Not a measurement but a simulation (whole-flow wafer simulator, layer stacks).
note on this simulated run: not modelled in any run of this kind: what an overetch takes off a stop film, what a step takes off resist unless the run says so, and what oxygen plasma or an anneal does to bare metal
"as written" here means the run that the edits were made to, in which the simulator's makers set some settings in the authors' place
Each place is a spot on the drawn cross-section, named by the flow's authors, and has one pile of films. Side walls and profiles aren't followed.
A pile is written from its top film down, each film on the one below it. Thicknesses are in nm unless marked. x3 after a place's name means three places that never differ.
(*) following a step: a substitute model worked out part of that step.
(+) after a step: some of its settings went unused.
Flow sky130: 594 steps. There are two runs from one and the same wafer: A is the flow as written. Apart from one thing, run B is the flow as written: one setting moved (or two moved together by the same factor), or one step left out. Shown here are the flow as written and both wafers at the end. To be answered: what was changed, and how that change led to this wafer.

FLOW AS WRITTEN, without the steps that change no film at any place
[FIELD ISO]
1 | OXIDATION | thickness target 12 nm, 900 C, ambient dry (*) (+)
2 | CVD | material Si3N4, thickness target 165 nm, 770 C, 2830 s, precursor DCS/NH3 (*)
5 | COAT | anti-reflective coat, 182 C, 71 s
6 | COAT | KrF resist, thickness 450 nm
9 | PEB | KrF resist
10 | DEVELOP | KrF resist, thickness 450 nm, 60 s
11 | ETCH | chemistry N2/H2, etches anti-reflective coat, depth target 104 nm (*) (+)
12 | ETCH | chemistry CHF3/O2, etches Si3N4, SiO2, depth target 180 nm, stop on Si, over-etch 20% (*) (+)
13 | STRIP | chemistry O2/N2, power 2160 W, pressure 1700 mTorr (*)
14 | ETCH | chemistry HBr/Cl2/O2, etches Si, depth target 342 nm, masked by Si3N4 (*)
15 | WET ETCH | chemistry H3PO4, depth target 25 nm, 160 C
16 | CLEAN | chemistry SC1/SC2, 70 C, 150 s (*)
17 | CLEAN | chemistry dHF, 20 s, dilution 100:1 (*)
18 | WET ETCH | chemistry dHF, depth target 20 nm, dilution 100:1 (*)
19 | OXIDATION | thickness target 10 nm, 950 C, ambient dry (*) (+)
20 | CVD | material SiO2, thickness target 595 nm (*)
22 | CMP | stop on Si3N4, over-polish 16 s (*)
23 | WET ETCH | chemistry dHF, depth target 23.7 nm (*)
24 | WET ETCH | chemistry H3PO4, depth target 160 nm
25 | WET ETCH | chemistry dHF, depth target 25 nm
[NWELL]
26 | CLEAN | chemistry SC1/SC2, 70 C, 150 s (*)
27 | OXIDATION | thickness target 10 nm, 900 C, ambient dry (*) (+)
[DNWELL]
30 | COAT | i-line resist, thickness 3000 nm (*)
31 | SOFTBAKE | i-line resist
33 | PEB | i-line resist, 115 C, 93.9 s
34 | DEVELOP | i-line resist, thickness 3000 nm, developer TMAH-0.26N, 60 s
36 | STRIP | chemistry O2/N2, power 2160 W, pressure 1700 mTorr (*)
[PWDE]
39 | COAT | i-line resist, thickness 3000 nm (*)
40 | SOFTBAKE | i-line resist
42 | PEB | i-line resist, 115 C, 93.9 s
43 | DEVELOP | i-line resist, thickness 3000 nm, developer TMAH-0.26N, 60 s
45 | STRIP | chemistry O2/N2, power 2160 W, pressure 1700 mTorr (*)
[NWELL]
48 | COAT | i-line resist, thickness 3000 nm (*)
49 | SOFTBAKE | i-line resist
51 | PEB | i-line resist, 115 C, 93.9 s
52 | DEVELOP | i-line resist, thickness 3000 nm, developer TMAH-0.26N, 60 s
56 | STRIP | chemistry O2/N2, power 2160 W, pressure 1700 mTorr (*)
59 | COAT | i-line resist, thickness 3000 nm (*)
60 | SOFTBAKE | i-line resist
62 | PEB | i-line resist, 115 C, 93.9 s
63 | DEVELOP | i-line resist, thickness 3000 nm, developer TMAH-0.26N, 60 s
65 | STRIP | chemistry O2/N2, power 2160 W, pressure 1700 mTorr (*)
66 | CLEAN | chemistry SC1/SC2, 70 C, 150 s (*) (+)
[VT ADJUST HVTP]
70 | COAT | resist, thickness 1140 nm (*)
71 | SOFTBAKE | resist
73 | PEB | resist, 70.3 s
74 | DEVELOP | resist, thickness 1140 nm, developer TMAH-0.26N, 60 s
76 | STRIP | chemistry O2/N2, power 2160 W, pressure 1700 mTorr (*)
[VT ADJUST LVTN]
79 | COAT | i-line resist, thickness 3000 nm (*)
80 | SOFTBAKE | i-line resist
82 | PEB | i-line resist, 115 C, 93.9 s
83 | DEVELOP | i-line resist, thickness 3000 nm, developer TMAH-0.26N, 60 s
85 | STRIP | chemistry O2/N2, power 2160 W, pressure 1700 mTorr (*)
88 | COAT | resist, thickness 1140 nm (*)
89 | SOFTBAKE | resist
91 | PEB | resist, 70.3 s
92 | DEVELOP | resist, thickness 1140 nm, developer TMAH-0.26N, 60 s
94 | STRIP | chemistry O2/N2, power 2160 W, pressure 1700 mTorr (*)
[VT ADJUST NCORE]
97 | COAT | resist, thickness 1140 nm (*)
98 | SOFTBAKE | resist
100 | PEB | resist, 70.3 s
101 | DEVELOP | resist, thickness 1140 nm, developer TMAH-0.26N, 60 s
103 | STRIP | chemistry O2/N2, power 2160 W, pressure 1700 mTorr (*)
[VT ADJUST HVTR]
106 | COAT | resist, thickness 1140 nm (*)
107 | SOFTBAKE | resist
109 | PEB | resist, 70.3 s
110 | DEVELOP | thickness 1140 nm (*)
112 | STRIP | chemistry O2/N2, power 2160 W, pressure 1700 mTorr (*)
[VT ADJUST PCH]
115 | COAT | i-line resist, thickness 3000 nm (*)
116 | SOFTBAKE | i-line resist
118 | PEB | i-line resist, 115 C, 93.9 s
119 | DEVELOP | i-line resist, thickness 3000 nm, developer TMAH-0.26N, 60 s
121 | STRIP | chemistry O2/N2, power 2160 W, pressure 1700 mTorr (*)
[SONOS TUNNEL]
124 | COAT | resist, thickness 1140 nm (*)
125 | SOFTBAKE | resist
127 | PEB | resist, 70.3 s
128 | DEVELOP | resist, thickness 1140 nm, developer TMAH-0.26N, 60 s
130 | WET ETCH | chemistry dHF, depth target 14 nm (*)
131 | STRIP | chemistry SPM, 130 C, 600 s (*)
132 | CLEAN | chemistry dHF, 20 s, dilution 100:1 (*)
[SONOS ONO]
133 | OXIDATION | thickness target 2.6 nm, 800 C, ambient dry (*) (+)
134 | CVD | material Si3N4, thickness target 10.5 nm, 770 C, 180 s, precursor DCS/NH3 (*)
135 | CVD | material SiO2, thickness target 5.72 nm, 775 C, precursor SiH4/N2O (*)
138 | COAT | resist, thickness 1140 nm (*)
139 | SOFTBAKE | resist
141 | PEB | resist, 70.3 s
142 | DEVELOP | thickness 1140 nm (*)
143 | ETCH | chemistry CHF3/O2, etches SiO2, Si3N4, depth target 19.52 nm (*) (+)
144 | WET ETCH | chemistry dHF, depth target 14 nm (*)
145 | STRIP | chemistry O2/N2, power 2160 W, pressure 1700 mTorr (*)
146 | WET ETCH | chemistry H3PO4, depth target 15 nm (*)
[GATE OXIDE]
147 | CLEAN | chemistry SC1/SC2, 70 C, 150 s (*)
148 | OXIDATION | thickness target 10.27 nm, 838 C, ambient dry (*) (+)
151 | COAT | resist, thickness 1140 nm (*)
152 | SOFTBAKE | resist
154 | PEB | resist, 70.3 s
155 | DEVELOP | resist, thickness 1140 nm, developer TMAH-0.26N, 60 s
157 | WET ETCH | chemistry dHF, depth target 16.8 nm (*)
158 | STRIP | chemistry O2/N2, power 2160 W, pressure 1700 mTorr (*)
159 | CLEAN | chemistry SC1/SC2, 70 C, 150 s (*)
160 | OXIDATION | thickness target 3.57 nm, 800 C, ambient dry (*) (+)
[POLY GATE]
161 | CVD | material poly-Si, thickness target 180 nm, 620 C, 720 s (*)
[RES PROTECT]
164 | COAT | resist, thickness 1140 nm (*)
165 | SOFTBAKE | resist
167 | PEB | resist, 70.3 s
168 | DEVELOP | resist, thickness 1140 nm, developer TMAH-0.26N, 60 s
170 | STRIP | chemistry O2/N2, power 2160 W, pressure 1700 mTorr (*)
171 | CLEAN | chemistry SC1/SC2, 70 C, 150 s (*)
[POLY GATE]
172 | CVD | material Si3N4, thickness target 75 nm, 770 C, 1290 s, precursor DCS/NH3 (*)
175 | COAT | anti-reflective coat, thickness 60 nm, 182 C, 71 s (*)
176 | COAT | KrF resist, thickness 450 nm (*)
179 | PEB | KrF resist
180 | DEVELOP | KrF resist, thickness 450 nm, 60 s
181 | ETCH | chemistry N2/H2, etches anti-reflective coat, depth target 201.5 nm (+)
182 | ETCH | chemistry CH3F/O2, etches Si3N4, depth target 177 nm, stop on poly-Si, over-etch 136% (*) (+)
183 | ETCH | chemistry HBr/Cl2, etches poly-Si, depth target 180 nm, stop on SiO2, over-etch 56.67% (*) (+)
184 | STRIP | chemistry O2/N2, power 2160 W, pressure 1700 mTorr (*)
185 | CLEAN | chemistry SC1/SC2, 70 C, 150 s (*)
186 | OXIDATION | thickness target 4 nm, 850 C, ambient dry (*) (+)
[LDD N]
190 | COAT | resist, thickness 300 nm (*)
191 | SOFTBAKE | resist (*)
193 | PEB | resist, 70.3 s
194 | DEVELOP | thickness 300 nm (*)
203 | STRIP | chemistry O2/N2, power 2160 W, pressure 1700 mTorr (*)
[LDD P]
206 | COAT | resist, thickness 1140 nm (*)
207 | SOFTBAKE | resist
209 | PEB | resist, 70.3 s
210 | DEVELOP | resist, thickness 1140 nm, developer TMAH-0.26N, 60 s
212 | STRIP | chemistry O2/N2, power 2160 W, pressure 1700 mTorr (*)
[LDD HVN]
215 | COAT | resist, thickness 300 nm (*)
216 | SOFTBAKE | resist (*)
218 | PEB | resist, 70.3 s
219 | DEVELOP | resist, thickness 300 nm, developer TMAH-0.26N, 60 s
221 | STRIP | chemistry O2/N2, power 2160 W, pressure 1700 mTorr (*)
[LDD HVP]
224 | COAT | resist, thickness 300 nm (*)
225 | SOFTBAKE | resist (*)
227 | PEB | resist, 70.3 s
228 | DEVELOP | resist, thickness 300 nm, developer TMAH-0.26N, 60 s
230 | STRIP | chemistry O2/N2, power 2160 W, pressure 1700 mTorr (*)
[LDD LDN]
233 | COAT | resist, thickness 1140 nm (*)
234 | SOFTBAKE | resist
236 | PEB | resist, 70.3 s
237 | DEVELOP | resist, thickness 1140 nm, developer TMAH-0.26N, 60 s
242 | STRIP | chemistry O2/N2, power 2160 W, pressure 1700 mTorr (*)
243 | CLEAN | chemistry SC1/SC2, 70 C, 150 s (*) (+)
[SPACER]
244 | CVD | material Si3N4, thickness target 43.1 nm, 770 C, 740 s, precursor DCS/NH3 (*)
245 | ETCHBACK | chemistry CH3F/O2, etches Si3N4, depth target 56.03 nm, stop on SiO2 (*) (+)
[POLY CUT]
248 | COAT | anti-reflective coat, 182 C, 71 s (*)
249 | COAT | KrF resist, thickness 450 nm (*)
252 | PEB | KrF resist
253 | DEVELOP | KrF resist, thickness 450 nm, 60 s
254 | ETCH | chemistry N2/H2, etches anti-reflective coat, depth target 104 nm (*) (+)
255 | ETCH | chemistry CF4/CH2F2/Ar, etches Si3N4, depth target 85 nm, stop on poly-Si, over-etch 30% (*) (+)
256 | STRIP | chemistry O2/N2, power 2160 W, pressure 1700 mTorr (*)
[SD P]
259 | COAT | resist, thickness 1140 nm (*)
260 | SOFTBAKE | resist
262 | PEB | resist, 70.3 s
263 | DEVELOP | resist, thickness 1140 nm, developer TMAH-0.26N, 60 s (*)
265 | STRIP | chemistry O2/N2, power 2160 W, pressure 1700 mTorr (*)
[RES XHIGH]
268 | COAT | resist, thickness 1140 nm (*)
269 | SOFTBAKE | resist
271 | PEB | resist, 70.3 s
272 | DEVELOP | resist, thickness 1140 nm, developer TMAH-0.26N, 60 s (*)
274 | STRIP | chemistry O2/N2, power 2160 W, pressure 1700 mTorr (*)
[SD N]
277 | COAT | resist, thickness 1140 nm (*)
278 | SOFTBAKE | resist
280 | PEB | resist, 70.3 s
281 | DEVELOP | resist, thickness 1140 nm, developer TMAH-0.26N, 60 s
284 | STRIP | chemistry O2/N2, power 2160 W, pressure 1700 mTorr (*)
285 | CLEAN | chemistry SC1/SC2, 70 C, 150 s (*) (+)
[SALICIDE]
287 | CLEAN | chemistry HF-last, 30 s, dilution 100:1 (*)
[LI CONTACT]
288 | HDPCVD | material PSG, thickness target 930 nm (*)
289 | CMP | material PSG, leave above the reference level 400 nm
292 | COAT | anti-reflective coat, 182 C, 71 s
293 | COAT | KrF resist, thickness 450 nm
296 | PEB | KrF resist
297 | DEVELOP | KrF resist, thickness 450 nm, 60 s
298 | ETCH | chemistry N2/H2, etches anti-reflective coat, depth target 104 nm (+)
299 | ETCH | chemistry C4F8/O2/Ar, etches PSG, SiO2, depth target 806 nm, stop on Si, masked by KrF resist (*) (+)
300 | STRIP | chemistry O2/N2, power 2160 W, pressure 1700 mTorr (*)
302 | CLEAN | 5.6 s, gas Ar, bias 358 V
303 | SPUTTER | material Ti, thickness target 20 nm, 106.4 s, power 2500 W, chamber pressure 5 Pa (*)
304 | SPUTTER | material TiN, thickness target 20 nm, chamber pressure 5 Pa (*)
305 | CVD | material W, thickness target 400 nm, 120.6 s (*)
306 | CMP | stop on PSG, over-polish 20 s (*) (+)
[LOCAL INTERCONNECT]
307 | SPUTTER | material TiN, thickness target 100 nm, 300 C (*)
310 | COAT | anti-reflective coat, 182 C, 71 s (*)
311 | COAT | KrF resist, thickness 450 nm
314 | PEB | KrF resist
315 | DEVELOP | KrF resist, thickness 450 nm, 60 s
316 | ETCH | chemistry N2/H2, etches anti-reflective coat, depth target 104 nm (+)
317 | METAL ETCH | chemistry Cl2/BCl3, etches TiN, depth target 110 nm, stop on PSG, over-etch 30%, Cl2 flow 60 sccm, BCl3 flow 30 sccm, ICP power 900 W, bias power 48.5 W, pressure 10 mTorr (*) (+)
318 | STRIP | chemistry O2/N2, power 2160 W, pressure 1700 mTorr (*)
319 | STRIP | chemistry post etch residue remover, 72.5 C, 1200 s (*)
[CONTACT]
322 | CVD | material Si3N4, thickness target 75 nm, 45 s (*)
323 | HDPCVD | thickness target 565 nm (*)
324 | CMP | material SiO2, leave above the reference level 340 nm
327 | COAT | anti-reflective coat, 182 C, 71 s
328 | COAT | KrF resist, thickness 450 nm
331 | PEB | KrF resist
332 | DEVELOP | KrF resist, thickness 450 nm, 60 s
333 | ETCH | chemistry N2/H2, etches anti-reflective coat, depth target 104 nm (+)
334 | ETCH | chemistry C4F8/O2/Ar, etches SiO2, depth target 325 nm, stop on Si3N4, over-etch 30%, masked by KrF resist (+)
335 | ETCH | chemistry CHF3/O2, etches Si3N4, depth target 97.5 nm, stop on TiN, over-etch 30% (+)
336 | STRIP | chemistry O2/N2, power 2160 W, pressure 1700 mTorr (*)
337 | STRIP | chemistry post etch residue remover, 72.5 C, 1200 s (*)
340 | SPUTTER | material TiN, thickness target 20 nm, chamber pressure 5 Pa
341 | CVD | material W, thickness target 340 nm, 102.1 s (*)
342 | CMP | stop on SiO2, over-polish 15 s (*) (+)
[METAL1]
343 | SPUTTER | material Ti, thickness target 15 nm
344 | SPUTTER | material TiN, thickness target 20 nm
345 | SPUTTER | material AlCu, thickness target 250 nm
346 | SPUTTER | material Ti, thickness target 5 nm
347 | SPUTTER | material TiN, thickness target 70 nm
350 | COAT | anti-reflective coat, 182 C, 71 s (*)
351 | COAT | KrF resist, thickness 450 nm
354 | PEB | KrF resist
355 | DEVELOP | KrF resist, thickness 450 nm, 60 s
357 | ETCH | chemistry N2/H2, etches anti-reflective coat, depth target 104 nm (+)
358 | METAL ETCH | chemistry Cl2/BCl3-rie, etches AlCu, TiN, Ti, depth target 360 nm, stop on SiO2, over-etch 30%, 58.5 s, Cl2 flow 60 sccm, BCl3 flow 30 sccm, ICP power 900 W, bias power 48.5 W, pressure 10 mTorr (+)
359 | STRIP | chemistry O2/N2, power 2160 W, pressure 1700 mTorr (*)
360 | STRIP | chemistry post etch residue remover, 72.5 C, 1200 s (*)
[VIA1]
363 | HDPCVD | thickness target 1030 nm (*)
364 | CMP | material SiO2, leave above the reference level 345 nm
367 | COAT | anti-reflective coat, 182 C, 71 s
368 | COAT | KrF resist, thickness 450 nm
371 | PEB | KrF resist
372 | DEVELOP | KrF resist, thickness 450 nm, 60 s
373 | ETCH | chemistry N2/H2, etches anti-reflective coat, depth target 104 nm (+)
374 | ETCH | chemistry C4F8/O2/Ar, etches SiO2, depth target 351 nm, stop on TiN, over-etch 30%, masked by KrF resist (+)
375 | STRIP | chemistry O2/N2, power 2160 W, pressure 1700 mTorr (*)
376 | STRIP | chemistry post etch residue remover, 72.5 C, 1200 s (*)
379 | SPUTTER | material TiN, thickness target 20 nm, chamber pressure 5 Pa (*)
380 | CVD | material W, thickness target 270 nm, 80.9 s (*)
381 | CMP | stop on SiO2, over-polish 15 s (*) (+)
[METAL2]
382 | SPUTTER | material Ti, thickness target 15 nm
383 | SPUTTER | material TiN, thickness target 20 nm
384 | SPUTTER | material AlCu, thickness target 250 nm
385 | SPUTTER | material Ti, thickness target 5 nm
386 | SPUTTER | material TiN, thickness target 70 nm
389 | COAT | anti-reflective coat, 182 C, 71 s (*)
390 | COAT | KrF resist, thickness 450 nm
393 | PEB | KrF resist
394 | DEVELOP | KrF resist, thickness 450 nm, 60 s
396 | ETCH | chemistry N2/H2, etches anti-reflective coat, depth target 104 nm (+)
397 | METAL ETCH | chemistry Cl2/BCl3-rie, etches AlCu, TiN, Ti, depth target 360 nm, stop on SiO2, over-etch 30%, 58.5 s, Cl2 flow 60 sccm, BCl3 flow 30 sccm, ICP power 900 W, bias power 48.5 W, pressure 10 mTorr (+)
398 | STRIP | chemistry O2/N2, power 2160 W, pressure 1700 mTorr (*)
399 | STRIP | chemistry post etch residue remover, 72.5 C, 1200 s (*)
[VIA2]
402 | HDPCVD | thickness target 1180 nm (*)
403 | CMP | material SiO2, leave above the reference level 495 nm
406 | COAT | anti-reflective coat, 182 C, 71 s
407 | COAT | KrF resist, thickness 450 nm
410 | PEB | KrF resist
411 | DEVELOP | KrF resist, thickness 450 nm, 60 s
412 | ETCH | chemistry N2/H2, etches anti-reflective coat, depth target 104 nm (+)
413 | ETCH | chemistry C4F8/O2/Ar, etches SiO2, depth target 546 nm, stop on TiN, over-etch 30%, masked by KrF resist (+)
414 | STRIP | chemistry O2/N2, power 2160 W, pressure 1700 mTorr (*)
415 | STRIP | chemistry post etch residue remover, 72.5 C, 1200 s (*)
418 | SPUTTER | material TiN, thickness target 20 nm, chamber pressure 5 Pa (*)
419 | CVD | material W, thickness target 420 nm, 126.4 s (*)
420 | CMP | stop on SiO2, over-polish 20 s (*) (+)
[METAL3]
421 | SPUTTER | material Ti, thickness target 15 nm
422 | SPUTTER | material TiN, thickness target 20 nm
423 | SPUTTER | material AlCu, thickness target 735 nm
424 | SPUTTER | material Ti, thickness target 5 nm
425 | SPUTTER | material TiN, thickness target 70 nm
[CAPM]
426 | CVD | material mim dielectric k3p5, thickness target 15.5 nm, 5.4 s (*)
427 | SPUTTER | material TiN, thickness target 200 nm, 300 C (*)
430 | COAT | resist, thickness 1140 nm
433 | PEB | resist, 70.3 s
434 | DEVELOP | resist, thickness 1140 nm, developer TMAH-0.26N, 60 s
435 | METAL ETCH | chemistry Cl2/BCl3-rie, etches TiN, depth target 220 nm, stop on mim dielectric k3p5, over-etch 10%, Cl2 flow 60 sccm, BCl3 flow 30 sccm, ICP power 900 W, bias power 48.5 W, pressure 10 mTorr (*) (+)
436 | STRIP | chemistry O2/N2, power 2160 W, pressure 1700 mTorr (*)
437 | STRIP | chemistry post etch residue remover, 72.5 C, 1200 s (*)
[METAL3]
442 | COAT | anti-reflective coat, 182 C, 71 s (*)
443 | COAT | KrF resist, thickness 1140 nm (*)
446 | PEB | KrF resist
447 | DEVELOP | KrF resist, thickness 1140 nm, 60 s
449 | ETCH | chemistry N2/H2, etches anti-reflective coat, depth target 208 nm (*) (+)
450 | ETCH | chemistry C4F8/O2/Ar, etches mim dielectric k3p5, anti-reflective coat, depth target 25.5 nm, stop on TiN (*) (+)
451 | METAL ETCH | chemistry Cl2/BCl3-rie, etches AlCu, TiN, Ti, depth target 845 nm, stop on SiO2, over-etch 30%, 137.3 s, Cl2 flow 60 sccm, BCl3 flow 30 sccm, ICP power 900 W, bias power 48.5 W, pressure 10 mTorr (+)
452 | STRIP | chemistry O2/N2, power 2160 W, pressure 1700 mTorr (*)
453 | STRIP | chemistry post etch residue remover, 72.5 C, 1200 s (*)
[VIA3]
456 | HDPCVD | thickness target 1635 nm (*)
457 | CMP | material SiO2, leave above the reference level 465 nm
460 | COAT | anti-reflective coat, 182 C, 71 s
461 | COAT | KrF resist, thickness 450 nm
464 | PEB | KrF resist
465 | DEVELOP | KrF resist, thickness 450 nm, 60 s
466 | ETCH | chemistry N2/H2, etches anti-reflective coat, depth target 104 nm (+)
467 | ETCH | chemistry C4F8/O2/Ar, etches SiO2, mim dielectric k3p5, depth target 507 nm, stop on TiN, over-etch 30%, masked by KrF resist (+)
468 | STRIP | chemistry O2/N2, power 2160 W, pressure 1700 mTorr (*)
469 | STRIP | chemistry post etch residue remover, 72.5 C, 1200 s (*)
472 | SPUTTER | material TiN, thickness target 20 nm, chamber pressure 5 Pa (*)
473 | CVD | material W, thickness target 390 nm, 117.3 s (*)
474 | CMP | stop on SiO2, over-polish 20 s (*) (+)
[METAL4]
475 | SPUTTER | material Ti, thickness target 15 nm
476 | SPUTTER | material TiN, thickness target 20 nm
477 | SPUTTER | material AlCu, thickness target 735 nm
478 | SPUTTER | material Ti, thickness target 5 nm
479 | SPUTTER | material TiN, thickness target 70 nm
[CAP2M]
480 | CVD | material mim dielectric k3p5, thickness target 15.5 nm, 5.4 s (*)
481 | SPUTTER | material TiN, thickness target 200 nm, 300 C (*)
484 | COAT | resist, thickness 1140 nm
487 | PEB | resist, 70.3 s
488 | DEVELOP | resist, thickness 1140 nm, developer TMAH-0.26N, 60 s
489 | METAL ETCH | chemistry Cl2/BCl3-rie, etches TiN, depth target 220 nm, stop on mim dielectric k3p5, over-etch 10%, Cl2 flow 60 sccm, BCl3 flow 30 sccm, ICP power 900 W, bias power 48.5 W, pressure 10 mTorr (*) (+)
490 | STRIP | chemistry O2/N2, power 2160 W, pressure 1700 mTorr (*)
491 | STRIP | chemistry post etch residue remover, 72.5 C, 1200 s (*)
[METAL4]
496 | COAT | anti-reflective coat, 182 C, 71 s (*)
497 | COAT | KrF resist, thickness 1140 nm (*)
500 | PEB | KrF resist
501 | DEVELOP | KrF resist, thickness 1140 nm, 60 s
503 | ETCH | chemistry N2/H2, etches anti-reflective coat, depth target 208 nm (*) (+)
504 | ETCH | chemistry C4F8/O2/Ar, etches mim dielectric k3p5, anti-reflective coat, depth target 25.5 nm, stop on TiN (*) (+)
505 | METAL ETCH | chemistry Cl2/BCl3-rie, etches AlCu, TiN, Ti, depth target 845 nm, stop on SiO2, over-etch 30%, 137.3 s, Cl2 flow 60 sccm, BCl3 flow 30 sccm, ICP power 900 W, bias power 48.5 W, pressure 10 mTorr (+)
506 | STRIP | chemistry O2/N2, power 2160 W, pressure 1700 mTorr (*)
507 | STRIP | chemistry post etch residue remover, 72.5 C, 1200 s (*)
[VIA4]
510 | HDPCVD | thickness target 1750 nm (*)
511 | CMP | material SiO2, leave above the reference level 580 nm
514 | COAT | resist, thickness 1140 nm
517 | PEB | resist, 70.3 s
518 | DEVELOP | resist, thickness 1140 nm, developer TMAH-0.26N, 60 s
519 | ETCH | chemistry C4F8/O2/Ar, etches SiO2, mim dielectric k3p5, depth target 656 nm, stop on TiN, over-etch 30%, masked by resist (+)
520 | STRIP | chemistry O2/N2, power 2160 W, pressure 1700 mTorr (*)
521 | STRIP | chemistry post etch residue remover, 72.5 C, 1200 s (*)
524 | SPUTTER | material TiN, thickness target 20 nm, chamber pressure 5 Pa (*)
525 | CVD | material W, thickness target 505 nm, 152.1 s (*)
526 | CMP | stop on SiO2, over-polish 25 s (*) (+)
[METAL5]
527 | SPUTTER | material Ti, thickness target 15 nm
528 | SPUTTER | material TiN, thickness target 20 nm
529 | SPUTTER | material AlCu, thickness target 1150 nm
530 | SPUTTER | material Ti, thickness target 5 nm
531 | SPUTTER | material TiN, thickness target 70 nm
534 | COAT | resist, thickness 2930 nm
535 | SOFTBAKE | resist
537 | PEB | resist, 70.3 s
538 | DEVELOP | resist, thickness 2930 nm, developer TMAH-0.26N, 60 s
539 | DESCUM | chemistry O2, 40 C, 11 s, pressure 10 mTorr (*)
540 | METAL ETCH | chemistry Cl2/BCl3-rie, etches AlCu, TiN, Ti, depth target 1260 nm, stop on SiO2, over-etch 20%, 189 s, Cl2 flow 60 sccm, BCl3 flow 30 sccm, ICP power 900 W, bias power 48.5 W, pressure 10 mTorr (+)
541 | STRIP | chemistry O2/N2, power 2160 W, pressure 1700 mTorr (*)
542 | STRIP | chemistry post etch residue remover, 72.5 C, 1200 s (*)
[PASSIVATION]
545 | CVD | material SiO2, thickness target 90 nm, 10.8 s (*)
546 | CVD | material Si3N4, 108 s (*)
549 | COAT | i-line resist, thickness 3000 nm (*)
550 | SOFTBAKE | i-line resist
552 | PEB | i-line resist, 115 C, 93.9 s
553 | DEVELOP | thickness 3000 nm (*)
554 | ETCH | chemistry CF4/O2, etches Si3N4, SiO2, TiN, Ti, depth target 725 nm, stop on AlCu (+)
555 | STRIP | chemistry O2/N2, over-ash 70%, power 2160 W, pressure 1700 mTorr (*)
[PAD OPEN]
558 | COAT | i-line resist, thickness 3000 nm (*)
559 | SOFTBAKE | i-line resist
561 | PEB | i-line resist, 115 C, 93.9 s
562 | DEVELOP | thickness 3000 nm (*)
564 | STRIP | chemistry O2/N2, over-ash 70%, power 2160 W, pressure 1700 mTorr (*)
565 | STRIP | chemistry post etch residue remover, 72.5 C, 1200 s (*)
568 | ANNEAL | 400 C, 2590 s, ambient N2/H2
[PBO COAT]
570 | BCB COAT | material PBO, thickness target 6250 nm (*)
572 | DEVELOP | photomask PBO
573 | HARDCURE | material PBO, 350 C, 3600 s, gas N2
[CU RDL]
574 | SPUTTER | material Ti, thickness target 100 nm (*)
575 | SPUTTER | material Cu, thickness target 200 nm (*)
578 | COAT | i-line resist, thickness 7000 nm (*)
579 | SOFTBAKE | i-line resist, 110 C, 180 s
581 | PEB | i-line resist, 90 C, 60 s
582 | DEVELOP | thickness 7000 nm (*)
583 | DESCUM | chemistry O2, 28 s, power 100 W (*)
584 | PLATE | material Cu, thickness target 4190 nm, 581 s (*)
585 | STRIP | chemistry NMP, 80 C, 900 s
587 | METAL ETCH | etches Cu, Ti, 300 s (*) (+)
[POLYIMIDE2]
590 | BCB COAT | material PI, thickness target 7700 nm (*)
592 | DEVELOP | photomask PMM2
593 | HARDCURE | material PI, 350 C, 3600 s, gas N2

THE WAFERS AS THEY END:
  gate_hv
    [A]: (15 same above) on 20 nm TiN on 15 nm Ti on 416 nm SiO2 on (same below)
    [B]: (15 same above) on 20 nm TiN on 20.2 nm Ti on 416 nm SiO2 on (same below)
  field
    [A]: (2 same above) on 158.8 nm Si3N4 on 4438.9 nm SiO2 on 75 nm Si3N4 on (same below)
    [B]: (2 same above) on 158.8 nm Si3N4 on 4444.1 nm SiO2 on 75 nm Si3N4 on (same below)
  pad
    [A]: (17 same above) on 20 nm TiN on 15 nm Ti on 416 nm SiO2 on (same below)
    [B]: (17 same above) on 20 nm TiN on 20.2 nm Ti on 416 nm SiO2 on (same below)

The reason: step 421, SPUTTER: thickness target 20.2 nm was run, while the flow as written has thickness target 15 nm.
The wafer itself shows it: gate_hv has Ti 20.2, and step 421 as written asks for 15 nm.

The path from the change to this, step by step:
  421 | SPUTTER | material Ti, thickness target 15 nm
      field, active, n_well and 188 more: A +15 Ti (new film) | B +20.2 Ti (new film)
  451 | METAL ETCH | chemistry Cl2/BCl3-rie, etches AlCu, TiN, Ti, depth target 845 nm, stop on SiO2, over-etch 30%, 137.3 s, Cl2 flow 60 sccm, BCl3 flow 30 sccm, ICP power 900 W, bias power 48.5 W, pressure 10 mTorr (+)
      field, gate, spacer and 68 more: A -70 TiN (all of it), -5 Ti (all of it), -735 AlCu (all of it), -20 TiN (all of it), -15 Ti (all of it), -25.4 SiO2 | B -70 TiN (all of it), -5 Ti (all of it), -735 AlCu (all of it), -20 TiN (all of it), -20.2 Ti (all of it), -24.8 SiO2
      active, vpp_ln, vpp_iso2 and 11 more: A -70 TiN (all of it), -5 Ti (all of it), -735 AlCu (all of it), -20 TiN (all of it), -15 Ti (all of it), -25.3 SiO2 | B -70 TiN (all of it), -5 Ti (all of it), -735 AlCu (all of it), -20 TiN (all of it), -20.2 Ti (all of it), -24.8 SiO2
